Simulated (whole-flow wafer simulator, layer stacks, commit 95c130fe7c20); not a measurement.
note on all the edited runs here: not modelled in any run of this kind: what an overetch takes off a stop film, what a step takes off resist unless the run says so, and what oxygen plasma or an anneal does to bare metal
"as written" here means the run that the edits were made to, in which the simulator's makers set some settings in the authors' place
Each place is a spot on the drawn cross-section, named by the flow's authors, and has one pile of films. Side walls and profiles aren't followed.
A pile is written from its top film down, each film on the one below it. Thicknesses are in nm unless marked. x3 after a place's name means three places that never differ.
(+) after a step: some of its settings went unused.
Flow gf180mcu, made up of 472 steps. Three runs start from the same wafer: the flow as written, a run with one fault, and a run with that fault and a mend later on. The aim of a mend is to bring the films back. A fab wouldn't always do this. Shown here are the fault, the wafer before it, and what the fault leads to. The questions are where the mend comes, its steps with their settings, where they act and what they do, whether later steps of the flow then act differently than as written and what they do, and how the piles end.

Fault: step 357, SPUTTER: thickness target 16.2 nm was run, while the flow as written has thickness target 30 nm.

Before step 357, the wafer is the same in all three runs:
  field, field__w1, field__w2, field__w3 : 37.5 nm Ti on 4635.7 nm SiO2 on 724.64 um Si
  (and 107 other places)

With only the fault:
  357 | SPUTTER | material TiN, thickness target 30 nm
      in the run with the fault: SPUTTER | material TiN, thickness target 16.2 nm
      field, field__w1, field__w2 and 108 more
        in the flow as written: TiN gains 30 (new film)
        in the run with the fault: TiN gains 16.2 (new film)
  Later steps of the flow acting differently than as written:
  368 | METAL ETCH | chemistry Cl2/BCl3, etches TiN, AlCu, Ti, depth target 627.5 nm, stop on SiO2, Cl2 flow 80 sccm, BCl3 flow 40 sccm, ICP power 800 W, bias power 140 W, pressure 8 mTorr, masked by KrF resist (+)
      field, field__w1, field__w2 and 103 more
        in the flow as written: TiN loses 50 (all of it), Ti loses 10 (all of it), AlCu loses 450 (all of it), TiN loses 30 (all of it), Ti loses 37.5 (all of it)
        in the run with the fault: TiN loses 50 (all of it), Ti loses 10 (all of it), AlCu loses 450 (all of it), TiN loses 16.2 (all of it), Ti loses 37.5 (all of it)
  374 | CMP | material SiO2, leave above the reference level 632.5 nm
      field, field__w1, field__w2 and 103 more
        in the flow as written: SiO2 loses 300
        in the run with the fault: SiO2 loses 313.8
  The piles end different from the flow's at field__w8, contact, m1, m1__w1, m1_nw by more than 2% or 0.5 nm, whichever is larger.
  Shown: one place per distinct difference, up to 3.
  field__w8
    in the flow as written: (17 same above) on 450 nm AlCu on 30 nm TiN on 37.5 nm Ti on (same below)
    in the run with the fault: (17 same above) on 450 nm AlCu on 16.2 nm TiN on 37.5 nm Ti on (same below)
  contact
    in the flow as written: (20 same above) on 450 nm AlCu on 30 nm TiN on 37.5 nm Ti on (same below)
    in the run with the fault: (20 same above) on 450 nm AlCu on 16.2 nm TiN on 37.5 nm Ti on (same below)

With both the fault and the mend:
  The mend stands after step 357.
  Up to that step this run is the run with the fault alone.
  357a | SPUTTER | material TiN, thickness target 13.8 nm (the flow's step 357, run once more with other settings)
      field, field__w1, field__w2 and 108 more
        TiN gains 13.8
  None of the later steps of the flow acts differently than as written at any place that is followed.
  At every place that both follow, the piles at the end match the flow's.
